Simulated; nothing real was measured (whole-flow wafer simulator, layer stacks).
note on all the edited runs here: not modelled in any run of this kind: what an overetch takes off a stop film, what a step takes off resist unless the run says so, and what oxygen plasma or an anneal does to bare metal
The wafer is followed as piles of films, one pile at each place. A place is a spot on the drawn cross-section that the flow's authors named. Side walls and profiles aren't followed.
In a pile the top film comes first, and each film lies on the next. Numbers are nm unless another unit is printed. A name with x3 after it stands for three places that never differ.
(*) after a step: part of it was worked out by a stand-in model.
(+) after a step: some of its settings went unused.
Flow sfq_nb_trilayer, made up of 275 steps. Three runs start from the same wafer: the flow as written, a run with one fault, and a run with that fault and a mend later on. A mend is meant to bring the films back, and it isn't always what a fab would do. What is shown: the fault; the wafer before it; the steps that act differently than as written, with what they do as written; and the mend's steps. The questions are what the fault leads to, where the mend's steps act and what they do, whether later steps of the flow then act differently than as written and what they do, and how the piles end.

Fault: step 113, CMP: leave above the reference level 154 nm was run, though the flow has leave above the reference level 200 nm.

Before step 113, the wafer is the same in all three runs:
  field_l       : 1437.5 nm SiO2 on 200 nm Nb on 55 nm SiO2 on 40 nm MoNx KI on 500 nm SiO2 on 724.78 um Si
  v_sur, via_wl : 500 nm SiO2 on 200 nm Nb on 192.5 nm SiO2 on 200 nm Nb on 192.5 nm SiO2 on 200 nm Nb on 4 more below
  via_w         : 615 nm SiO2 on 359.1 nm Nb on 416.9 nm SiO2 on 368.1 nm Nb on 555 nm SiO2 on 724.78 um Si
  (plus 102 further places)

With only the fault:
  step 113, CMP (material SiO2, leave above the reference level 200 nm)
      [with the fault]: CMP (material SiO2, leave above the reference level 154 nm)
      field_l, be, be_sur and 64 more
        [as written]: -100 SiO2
        [with the fault]: -146 SiO2
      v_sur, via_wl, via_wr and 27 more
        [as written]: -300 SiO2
        [with the fault]: -346 SiO2
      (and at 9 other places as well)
  Steps later in the flow that act otherwise than as written (not shown: 4 more steps that differ only slightly, by at most 2% or 0.5 nm, whichever is larger):
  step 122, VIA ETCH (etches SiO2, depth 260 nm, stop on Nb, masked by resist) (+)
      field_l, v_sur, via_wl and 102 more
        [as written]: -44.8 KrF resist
        [with the fault]: -39.8 KrF resist
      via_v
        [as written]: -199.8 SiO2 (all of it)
        [with the fault]: -153.8 SiO2 (all of it)
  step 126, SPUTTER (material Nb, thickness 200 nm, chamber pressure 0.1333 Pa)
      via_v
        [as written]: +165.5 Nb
        [with the fault]: +175.6 Nb
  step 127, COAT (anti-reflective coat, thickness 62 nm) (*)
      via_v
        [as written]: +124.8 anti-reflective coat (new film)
        [with the fault]: +113.3 anti-reflective coat (new film)
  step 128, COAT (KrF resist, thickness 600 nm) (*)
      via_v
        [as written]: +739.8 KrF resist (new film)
        [with the fault]: +702.5 KrF resist (new film)
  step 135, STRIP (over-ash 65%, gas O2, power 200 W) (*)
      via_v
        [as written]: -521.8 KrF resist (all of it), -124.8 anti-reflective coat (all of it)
        [with the fault]: -484.6 KrF resist (all of it), -113.3 anti-reflective coat (all of it)
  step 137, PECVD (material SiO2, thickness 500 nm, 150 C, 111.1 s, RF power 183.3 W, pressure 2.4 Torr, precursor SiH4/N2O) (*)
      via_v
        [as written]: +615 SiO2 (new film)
        [with the fault]: +534.4 SiO2 (new film)
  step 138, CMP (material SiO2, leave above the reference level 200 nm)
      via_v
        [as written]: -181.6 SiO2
        [with the fault]: -157.1 SiO2
  By the end, the piles at v_sur, via_wl, via_w and 78 more depart from the flow's by more than 2% or 0.5 nm, whichever is larger.
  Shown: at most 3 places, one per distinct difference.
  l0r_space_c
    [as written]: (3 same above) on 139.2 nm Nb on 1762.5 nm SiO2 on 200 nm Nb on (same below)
    [with the fault]: (3 same above) on 139.2 nm Nb on 1716.5 nm SiO2 on 200 nm Nb on (same below)
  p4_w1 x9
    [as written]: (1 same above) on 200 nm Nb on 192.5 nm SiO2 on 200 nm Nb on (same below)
    [with the fault]: (1 same above) on 200 nm Nb on 146.5 nm SiO2 on 200 nm Nb on (same below)
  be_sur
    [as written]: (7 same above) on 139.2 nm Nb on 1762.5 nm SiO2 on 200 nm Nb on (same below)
    [with the fault]: (7 same above) on 139.2 nm Nb on 1716.5 nm SiO2 on 200 nm Nb on (same below)

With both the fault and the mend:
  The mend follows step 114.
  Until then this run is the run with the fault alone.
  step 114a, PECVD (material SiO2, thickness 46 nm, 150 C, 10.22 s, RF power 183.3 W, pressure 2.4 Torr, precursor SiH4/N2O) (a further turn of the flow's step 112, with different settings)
      field_l, v_sur, via_wl and 103 more
        +46 SiO2
  Every later step of the flow that is run acts as written at every place that is followed.
  By the end, the piles equal the flow's at every place that both follow.
